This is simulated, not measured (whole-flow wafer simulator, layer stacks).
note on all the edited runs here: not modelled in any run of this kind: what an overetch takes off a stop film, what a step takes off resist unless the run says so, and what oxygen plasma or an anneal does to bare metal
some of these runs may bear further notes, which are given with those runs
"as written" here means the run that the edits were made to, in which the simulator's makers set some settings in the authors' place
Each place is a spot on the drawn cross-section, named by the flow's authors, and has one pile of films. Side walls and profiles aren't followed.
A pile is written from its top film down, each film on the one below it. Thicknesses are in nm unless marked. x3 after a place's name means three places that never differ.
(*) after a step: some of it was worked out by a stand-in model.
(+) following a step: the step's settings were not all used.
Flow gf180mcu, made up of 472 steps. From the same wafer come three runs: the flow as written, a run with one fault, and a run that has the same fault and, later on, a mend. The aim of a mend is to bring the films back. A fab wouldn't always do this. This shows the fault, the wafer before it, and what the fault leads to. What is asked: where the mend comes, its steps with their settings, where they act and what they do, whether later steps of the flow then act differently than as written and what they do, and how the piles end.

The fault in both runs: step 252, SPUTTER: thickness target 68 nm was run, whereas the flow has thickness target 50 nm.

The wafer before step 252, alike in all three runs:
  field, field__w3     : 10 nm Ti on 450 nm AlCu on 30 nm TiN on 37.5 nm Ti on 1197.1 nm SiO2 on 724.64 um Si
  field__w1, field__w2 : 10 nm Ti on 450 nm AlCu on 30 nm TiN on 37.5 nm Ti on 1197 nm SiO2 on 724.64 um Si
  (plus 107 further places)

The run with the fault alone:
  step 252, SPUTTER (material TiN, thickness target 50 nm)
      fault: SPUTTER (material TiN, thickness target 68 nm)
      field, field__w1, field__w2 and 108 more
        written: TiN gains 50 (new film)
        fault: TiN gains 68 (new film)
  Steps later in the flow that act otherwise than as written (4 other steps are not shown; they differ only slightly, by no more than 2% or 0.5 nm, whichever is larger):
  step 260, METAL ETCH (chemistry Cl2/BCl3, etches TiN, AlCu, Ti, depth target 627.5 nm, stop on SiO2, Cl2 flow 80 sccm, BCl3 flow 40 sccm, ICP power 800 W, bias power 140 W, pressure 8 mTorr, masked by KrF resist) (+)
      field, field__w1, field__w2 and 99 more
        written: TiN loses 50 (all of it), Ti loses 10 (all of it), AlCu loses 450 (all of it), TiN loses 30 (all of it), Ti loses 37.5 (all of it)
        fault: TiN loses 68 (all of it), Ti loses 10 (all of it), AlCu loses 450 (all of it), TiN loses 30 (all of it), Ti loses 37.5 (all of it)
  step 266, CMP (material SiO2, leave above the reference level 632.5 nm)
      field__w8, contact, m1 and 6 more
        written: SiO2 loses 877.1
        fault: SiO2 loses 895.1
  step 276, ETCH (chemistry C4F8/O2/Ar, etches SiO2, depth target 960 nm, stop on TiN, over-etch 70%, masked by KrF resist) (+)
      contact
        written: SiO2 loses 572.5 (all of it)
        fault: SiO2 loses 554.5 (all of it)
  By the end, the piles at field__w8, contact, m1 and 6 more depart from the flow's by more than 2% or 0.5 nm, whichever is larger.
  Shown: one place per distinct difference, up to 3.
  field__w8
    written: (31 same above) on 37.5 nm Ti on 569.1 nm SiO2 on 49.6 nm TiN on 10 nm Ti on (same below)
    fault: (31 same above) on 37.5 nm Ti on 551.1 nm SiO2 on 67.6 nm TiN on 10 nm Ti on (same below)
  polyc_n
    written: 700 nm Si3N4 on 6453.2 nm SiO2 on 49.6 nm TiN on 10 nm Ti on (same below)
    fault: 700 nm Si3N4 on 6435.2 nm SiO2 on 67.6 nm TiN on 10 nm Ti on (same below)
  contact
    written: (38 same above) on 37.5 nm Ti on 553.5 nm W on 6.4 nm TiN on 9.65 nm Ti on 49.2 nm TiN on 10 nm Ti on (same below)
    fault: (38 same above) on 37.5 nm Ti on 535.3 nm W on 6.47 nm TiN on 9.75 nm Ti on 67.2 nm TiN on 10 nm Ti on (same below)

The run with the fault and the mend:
  After step 259 comes the mend.
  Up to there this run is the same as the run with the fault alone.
  step 259a, STRIP (chemistry O2/N2, power 2160 W, pressure 1700 mTorr) (*)
      field__w8, contact, m1 and 6 more
        KrF resist loses 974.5 (all of it)
  step 259b, METAL ETCH (chemistry Cl2/BCl3, etches TiN, AlCu, Ti, depth target 18 nm, Cl2 flow 80 sccm, BCl3 flow 40 sccm, ICP power 800 W, bias power 140 W, pressure 8 mTorr)
      field, field__w1, field__w2 and 108 more
        TiN loses 18
  step 259c, HMDS (120 C, 60 s) (the flow's step 254, run once more)
      does not change any film at any place that is followed
  step 259d, COAT (KrF resist, thickness 1000 nm) (the flow's step 255, run once more)
      field, field__w1, field__w2 and 108 more
        KrF resist gains 1000 (new film)
  step 259e, SOFTBAKE (KrF resist) (the flow's step 256, run once more)
      does not change any film at any place that is followed
  step 259f, EXPOSE (photomask Metal1) (the flow's step 257, run once more)
      does not change any film at any place that is followed
  step 259g, PEB (KrF resist, 135 C, 90 s) (the flow's step 258, run once more)
      field, field__w1, field__w2 and 108 more
        KrF resist loses 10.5
  step 259h, DEVELOP (thickness 1000 nm, 60 s) (the flow's step 259, run once more)
      field, field__w1, field__w2 and 99 more
        KrF resist loses 989.5 (all of it)
      field__w8, contact, m1 and 6 more
        KrF resist loses 14.9
  None of the later steps of the flow acts differently than as written at any place that is followed.
  At every place that both follow, the piles at the end match the flow's.
